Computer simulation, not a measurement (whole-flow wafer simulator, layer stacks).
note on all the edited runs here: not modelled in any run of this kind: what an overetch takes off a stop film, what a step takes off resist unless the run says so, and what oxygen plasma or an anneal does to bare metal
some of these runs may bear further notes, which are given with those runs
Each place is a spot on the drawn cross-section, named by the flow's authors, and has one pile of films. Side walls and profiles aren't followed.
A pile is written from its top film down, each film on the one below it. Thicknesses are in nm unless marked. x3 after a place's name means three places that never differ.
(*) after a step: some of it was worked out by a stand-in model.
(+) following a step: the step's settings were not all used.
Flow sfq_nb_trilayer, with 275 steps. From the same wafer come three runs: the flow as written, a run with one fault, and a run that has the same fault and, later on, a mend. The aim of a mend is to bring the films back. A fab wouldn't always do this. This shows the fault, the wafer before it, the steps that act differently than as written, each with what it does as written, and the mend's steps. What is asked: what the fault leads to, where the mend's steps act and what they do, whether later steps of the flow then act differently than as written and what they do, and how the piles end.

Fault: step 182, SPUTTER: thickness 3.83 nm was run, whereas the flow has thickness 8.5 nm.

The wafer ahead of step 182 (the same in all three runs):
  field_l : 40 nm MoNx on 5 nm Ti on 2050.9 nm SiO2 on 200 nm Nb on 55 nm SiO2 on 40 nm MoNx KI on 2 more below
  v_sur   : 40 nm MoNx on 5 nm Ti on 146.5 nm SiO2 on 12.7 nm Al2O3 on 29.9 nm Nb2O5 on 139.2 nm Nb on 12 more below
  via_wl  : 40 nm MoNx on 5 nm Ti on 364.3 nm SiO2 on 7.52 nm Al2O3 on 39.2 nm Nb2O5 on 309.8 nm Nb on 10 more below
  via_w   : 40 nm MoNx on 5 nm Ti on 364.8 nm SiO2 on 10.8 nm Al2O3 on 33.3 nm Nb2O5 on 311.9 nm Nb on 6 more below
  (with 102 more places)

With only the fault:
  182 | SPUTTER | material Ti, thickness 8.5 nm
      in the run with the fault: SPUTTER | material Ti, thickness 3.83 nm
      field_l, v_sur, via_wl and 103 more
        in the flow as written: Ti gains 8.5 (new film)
        in the run with the fault: Ti gains 3.83 (new film)
  Steps later in the flow that act otherwise than as written (12 more steps, not shown, differ only slightly: by at most 2% or 0.5 nm, whichever is larger):
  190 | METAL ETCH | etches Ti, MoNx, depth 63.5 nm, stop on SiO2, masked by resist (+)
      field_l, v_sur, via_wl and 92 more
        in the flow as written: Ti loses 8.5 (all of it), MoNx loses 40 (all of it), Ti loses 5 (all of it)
        in the run with the fault: Ti loses 3.83 (all of it), MoNx loses 40 (all of it), Ti loses 5 (all of it)
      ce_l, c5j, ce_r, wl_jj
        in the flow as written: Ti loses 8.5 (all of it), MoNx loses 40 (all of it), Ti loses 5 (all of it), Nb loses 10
        in the run with the fault: Ti loses 3.83 (all of it), MoNx loses 40 (all of it), Ti loses 5 (all of it), Nb loses 14.7
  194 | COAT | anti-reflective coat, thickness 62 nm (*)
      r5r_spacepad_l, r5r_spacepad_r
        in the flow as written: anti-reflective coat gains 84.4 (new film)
        in the run with the fault: anti-reflective coat gains 82.4 (new film)
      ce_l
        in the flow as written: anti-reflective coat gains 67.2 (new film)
        in the run with the fault: anti-reflective coat gains 69.3 (new film)
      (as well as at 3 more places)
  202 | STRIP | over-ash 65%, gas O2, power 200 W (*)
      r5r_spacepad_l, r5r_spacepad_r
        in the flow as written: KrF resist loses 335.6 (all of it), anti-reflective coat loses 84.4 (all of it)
        in the run with the fault: KrF resist loses 335.4 (all of it), anti-reflective coat loses 82.4 (all of it)
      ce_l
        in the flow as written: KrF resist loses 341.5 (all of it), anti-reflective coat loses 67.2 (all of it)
        in the run with the fault: KrF resist loses 342.7 (all of it), anti-reflective coat loses 69.3 (all of it)
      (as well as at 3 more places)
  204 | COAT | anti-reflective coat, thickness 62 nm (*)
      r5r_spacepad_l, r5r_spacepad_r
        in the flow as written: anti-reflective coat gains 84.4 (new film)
        in the run with the fault: anti-reflective coat gains 82.4 (new film)
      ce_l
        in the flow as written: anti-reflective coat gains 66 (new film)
        in the run with the fault: anti-reflective coat gains 68.1 (new film)
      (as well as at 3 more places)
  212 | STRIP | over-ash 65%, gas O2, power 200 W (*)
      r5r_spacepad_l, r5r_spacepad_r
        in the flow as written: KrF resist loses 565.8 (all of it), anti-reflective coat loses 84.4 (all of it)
        in the run with the fault: KrF resist loses 565.2 (all of it), anti-reflective coat loses 82.4 (all of it)
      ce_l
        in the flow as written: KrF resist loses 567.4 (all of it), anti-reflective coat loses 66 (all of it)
        in the run with the fault: KrF resist loses 568.3 (all of it), anti-reflective coat loses 68.1 (all of it)
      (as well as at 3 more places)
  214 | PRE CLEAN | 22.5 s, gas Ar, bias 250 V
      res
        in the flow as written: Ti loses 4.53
        in the run with the fault: Ti loses 3.83 (all of it), MoNx loses 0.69
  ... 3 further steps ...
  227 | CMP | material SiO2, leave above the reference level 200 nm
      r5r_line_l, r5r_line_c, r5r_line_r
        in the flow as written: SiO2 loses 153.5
        in the run with the fault: SiO2 loses 148.8
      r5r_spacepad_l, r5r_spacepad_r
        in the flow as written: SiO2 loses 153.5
        in the run with the fault: SiO2 loses 146.3
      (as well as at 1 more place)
  At ce_l, ce_r, be_r and 7 more, the piles at the end differ from the flow's by more than 2% or 0.5 nm, whichever is larger.
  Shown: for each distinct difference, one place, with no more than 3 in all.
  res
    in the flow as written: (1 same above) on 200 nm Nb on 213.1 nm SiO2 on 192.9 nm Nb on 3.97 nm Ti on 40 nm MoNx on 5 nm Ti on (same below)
    in the run with the fault: (1 same above) on 200 nm Nb on 217.8 nm SiO2 on 192.9 nm Nb on 39.3 nm MoNx on 5 nm Ti on (same below)
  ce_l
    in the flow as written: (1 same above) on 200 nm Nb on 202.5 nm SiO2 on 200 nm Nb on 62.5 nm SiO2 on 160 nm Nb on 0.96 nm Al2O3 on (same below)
    in the run with the fault: (1 same above) on 200 nm Nb on 207.2 nm SiO2 on 200 nm Nb on 62.5 nm SiO2 on 155.3 nm Nb on 0.96 nm Al2O3 on (same below)
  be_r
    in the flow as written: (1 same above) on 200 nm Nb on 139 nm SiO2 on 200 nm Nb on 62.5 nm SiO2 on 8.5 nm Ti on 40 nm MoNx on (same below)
    in the run with the fault: (1 same above) on 200 nm Nb on 143.7 nm SiO2 on 200 nm Nb on 62.5 nm SiO2 on 3.83 nm Ti on 40 nm MoNx on (same below)

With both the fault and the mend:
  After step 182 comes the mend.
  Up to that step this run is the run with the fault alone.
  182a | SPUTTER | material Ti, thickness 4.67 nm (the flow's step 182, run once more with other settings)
      field_l, v_sur, via_wl and 103 more
        Ti gains 4.67
  Later steps of the flow that are run all act as written at every place that is followed, up to a difference of at most 2% or 0.5 nm, whichever is larger.
  The piles end only slightly different from the flow's at the places that both follow, by no more than 2% or 0.5 nm, whichever is larger.
